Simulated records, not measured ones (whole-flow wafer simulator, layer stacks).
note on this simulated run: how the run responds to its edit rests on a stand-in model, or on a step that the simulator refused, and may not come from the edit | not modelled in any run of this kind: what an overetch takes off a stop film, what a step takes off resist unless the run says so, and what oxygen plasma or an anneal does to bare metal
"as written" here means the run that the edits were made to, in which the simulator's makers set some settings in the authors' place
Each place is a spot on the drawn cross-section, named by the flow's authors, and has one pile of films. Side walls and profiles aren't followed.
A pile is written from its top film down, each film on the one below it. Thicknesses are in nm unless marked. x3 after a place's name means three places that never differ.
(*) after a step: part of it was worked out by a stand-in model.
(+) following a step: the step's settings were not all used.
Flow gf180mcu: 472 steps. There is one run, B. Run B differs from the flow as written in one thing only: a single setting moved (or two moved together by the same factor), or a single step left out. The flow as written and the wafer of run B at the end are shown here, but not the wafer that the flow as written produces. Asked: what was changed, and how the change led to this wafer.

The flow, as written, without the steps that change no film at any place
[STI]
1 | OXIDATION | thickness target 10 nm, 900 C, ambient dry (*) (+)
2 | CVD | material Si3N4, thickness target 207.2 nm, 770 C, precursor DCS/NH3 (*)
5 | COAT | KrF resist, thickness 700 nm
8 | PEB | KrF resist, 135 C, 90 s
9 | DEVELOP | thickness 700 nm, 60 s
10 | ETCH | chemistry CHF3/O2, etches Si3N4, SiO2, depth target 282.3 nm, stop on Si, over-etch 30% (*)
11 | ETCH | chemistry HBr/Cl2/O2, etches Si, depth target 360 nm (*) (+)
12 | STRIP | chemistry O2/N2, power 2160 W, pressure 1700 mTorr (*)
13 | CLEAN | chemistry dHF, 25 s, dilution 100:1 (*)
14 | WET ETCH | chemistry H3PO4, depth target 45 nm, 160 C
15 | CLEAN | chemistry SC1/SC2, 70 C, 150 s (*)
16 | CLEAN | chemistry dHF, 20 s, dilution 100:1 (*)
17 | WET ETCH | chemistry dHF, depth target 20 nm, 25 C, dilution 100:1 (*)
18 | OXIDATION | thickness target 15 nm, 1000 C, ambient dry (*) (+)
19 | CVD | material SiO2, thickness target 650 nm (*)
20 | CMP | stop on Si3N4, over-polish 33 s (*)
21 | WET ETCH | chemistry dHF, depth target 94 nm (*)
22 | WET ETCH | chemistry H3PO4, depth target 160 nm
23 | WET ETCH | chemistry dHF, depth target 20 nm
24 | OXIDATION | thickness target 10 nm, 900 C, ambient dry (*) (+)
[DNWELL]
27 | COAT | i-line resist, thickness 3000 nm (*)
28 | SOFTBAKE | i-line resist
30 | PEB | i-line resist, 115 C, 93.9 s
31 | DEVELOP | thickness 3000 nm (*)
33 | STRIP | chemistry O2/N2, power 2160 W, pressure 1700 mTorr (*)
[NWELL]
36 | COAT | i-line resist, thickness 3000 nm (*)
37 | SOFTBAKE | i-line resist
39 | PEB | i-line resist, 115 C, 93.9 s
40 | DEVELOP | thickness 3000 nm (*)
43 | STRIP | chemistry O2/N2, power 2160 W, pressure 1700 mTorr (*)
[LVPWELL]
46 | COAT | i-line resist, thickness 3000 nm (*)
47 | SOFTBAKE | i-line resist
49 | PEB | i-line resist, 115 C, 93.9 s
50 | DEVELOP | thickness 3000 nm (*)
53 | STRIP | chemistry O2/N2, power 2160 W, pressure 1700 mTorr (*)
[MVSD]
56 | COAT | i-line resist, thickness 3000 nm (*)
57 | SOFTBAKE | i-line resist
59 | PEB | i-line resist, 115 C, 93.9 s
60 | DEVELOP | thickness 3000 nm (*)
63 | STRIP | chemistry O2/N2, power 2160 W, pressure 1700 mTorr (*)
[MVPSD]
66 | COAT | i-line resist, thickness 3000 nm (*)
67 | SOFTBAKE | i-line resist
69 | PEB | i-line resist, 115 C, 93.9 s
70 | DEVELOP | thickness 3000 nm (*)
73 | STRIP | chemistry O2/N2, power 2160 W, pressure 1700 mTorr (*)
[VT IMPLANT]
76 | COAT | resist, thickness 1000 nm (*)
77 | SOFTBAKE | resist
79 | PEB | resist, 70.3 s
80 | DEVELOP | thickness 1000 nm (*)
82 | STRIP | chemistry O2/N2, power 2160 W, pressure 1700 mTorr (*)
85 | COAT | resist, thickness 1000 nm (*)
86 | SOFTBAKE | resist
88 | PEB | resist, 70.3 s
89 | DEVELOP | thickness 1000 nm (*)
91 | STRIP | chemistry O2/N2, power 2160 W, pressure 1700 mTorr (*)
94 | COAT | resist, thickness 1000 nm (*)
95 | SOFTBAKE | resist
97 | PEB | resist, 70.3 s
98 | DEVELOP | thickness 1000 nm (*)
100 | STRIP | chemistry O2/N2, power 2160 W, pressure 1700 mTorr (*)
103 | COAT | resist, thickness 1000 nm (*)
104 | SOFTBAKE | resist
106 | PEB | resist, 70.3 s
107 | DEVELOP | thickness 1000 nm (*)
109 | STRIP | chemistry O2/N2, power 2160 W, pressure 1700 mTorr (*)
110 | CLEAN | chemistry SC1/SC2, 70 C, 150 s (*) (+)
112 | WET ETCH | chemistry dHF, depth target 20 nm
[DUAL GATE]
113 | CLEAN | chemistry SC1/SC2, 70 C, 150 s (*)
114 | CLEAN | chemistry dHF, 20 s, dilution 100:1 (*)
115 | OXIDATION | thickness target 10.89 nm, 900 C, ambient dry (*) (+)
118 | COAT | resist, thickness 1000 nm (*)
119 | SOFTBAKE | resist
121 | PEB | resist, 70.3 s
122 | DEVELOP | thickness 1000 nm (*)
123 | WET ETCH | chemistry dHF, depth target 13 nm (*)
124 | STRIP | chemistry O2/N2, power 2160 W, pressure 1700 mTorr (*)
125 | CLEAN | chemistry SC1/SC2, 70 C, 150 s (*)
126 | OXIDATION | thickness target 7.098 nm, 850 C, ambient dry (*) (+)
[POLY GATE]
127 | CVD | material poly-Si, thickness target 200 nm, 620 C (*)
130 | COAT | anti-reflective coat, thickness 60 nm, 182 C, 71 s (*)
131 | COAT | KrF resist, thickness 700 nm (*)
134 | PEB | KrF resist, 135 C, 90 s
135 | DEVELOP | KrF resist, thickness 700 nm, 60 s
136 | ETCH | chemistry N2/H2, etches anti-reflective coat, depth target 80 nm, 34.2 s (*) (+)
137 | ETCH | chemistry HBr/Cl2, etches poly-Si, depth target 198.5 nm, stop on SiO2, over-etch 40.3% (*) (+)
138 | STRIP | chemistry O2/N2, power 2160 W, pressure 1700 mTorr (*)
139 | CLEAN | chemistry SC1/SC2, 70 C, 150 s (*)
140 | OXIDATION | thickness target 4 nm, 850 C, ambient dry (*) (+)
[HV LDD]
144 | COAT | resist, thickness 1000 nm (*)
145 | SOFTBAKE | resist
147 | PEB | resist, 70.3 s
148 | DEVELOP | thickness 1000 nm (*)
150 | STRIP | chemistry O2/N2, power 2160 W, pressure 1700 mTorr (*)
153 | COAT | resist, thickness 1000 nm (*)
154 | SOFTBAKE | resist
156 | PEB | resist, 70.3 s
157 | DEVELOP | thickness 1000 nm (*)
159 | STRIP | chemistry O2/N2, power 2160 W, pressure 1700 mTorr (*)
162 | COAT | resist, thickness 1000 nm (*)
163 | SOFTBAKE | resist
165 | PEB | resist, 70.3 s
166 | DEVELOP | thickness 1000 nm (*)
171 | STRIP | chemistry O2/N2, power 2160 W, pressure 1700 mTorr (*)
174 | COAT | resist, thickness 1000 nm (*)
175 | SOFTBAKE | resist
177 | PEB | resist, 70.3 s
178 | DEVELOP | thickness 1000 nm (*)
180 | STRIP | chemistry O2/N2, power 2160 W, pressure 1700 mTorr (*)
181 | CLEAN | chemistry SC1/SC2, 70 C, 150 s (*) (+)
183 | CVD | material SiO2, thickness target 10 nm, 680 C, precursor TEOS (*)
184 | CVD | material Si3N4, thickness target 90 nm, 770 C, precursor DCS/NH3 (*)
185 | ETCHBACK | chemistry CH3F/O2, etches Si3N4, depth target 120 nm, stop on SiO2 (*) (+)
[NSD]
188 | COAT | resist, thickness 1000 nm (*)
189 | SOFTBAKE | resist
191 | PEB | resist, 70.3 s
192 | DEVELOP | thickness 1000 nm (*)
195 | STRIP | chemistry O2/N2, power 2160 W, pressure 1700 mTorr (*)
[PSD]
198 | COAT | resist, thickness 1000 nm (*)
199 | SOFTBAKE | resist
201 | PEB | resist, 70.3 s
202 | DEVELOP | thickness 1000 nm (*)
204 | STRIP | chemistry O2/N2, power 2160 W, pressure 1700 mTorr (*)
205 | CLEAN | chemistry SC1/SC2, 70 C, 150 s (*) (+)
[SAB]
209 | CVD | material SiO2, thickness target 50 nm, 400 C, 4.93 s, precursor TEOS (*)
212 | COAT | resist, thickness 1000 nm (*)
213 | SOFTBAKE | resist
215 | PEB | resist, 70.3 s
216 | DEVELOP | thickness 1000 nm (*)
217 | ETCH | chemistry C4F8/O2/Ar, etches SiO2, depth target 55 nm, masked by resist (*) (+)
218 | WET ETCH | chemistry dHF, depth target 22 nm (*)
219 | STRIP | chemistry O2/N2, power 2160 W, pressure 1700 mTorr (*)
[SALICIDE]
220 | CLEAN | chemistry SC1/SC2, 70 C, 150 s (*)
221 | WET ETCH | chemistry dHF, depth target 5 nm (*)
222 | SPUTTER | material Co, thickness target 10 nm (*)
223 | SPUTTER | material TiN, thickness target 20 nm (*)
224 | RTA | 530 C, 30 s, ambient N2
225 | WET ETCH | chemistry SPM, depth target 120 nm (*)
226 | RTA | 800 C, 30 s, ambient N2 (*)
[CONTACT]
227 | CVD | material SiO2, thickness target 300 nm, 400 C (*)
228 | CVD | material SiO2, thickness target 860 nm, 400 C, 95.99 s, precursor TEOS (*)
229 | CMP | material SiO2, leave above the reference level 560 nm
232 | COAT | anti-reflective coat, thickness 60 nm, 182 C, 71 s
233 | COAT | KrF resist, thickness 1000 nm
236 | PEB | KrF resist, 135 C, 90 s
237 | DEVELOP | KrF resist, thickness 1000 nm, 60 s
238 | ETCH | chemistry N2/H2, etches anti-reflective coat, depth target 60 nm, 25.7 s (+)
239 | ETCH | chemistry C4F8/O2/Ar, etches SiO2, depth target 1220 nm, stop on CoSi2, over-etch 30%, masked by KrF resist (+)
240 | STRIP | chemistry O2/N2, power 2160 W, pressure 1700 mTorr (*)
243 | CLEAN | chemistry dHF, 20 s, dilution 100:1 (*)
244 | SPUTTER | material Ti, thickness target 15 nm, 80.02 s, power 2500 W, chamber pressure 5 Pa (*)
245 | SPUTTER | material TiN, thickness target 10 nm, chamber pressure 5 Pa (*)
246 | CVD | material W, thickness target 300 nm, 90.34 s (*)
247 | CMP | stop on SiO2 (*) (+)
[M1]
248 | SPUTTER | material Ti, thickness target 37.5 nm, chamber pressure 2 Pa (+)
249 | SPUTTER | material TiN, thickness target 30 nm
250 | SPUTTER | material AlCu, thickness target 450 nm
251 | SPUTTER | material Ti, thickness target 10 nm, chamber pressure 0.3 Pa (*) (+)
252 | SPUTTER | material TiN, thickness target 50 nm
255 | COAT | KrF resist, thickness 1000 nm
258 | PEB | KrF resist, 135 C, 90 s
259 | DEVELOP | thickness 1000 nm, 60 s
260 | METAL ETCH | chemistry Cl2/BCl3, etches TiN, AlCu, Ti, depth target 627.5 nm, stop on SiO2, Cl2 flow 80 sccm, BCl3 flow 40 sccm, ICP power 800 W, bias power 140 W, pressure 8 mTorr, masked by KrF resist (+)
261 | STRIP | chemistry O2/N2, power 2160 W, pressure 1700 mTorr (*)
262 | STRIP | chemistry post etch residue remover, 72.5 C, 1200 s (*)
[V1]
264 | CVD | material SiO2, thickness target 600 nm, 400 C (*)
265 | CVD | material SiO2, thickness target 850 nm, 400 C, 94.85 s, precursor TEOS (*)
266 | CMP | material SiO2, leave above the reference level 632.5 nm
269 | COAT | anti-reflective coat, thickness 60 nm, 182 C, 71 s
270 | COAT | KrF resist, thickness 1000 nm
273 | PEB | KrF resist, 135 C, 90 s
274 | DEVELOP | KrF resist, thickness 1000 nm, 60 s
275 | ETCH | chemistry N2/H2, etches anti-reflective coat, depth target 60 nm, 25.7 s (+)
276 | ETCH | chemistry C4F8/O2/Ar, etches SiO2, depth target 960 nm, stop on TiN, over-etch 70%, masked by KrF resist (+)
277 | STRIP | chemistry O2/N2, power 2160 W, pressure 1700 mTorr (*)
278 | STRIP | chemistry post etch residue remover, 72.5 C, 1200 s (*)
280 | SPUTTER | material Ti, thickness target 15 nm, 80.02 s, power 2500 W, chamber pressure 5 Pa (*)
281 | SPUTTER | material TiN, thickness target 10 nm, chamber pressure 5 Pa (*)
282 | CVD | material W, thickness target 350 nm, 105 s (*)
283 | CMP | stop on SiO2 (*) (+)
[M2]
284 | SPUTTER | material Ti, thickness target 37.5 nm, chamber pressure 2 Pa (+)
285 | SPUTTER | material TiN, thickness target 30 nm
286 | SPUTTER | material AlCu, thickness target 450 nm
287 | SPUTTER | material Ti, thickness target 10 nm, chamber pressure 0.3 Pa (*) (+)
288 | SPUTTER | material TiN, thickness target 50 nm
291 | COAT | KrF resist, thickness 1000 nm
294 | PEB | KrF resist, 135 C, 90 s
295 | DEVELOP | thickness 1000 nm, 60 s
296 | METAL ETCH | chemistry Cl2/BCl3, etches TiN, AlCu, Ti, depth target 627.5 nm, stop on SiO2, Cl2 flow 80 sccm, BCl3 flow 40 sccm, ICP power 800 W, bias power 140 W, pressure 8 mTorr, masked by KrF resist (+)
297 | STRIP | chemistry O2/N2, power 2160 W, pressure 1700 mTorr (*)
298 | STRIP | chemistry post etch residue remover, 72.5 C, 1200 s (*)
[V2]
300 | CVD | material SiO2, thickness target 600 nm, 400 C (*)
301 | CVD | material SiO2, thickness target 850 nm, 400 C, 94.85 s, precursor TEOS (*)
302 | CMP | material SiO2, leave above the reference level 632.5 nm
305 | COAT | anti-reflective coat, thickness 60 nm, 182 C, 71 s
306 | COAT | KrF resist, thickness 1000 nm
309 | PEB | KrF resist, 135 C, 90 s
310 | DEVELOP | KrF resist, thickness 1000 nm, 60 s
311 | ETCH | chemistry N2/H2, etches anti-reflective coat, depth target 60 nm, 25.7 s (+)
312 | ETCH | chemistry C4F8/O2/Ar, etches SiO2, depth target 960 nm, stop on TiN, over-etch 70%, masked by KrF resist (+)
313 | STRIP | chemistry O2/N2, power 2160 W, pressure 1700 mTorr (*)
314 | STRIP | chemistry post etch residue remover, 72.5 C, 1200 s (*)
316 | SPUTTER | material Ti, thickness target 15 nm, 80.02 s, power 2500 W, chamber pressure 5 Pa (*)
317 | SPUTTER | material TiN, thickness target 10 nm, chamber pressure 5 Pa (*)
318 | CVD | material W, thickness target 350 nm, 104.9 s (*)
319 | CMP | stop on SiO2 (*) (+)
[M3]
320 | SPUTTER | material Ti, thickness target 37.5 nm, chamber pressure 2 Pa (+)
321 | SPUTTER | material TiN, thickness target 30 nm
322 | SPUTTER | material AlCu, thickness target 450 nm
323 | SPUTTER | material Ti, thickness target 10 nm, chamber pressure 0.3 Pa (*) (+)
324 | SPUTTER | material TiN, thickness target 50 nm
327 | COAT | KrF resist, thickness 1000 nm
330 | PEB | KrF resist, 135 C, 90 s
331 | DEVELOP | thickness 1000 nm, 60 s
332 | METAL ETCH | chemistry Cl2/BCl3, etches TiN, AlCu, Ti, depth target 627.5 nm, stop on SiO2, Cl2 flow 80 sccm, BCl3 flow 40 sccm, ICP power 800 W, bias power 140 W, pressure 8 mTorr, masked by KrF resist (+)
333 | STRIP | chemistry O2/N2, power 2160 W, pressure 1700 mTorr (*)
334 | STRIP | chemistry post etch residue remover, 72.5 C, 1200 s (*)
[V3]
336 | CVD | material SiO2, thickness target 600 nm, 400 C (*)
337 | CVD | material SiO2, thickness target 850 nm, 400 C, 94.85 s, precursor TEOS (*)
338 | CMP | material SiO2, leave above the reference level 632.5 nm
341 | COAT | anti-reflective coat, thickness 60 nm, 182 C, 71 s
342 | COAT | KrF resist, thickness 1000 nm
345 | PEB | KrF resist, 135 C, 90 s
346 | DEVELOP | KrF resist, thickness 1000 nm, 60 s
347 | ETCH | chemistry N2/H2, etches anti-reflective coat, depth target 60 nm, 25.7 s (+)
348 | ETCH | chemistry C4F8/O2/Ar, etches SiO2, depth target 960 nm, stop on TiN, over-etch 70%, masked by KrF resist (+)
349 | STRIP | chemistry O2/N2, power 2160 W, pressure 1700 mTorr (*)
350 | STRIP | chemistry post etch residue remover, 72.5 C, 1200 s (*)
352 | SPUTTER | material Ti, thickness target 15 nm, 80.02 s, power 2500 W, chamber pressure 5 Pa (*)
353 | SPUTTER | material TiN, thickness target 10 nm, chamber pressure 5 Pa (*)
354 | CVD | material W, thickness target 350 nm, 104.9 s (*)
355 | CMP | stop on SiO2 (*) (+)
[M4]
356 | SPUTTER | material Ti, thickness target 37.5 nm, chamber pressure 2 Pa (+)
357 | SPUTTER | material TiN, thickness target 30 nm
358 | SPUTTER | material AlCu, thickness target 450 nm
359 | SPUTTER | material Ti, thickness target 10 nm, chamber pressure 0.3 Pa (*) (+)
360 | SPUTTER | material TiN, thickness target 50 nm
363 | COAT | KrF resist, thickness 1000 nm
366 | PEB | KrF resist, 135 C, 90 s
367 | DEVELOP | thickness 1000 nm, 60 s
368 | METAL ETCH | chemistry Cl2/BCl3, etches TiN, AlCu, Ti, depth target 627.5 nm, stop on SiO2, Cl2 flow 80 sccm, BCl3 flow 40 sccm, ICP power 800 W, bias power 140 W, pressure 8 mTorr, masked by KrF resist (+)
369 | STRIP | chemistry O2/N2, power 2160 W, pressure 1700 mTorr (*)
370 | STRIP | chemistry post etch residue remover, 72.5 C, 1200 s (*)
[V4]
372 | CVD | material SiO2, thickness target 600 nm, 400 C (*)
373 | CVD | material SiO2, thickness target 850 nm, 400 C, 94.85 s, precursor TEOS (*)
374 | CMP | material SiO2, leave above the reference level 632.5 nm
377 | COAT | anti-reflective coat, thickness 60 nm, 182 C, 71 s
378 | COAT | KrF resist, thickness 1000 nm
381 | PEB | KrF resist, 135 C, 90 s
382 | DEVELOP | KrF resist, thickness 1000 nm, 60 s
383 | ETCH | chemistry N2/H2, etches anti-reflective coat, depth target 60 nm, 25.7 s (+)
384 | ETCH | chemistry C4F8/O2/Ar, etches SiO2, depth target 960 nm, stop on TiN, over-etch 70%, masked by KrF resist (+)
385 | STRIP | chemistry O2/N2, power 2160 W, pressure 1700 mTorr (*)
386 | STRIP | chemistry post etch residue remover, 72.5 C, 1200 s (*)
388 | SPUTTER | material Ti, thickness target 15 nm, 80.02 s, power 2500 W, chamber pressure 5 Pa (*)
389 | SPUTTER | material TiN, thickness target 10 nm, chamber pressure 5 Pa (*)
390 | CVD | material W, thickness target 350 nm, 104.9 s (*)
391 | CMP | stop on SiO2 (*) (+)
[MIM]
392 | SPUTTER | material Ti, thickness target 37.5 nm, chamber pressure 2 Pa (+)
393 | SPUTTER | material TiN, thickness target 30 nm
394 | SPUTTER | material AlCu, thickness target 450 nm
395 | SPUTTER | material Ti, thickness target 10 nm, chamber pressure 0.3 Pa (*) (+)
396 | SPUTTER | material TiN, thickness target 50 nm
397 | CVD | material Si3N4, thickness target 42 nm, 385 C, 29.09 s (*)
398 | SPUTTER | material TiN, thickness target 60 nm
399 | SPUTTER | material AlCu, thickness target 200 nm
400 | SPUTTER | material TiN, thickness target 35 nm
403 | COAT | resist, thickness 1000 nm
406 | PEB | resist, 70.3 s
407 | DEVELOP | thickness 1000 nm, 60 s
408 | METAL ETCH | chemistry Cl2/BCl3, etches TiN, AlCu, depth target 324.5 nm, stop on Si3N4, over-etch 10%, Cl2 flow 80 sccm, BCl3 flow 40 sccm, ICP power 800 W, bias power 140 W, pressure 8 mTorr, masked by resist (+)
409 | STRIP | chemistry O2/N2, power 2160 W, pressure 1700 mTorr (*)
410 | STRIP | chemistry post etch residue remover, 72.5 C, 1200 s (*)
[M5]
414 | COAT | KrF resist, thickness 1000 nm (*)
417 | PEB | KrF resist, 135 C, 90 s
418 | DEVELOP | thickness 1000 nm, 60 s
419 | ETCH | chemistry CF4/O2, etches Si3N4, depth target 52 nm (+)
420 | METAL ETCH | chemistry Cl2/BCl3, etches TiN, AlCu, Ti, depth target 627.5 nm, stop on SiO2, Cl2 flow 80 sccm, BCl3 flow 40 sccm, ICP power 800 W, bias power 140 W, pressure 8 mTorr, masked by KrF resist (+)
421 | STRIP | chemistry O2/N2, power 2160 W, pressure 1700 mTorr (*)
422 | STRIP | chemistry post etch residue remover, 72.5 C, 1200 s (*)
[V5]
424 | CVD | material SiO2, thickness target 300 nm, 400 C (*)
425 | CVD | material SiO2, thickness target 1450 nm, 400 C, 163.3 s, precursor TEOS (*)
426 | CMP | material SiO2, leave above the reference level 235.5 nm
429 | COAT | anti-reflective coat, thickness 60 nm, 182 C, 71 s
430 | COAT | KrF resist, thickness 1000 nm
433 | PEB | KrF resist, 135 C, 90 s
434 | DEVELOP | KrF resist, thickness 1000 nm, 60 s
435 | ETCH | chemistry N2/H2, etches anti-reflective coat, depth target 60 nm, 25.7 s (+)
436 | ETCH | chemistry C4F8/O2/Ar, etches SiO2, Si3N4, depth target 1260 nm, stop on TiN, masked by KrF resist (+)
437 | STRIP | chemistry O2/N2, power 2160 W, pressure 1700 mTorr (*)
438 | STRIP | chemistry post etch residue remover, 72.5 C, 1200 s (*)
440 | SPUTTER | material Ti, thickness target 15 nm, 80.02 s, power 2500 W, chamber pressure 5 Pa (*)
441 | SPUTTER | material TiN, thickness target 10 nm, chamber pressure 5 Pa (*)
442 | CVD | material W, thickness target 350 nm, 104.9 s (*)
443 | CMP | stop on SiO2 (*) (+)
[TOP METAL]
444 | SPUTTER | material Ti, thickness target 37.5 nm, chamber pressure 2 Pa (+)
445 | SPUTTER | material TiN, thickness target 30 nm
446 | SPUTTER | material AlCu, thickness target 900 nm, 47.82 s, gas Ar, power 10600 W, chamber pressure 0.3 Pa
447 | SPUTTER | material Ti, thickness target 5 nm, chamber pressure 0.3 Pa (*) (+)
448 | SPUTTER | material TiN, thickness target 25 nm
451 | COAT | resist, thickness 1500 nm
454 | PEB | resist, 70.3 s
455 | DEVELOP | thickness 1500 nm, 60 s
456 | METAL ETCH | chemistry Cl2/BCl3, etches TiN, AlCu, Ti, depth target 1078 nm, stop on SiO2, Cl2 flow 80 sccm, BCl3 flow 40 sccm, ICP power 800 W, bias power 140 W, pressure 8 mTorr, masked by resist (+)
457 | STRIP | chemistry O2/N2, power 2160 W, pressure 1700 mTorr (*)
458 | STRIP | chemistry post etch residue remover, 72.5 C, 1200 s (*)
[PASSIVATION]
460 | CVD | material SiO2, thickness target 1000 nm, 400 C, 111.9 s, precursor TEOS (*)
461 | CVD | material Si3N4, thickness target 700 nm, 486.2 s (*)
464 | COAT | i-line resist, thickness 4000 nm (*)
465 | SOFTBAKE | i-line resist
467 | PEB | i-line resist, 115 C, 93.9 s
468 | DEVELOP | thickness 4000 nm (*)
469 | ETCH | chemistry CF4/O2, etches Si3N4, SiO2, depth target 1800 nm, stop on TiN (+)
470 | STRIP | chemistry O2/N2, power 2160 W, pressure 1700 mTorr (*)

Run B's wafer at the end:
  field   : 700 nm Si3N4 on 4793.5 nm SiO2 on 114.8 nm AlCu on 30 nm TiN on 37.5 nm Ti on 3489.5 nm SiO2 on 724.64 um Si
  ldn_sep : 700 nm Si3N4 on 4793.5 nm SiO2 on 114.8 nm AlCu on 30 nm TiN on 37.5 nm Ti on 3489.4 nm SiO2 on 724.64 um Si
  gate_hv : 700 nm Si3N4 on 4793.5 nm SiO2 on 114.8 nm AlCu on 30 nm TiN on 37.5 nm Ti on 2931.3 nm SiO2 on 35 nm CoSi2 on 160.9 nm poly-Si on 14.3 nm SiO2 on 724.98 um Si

Cause: step 322, SPUTTER: thickness target 688 nm was run, though the flow has thickness target 450 nm.

How this came from the change, step by step:
  322 | SPUTTER | material AlCu, thickness target 450 nm
      field, field__w1, field__w2 and 108 more: AlCu gains 688 (new film) (it would be, as written: AlCu gains 450 (new film))
  332 | METAL ETCH | chemistry Cl2/BCl3, etches TiN, AlCu, Ti, depth target 627.5 nm, stop on SiO2, Cl2 flow 80 sccm, BCl3 flow 40 sccm, ICP power 800 W, bias power 140 W, pressure 8 mTorr, masked by KrF resist (+)
      field, field__w1, field__w2 and 103 more: TiN loses 50 (all of it), Ti loses 10 (all of it), AlCu loses 567.5 (it would be, as written: TiN loses 50 (all of it), Ti loses 10 (all of it), AlCu loses 450 (all of it), TiN loses 30 (all of it), Ti loses 37.5 (all of it))
  334 | STRIP | chemistry post etch residue remover, 72.5 C, 1200 s (*)
      field, field__w1, field__w2 and 103 more: AlCu loses 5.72 (it would be, as written: nothing)
  336 | CVD | material SiO2, thickness target 600 nm, 400 C (*)
      field, field__w1, field__w2 and 103 more: SiO2 gains 600 (new film) (it would be, as written: SiO2 gains 600)
  338 | CMP | material SiO2, leave above the reference level 632.5 nm
      field, field__w1, field__w2 and 103 more: SiO2 loses 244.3 (it would be, as written: SiO2 loses 300)
With metal films that touch counted as one body, field has 1 body; the flow as written gives 0 bodies.
With metal films that touch counted as one body, ldn_sep has 1 body; the flow as written gives 0 bodies.
With metal films that touch counted as one body, gate_hv has 2 bodies (between them, from the top down: SiO2 2931.3); the flow as written gives 1 body.
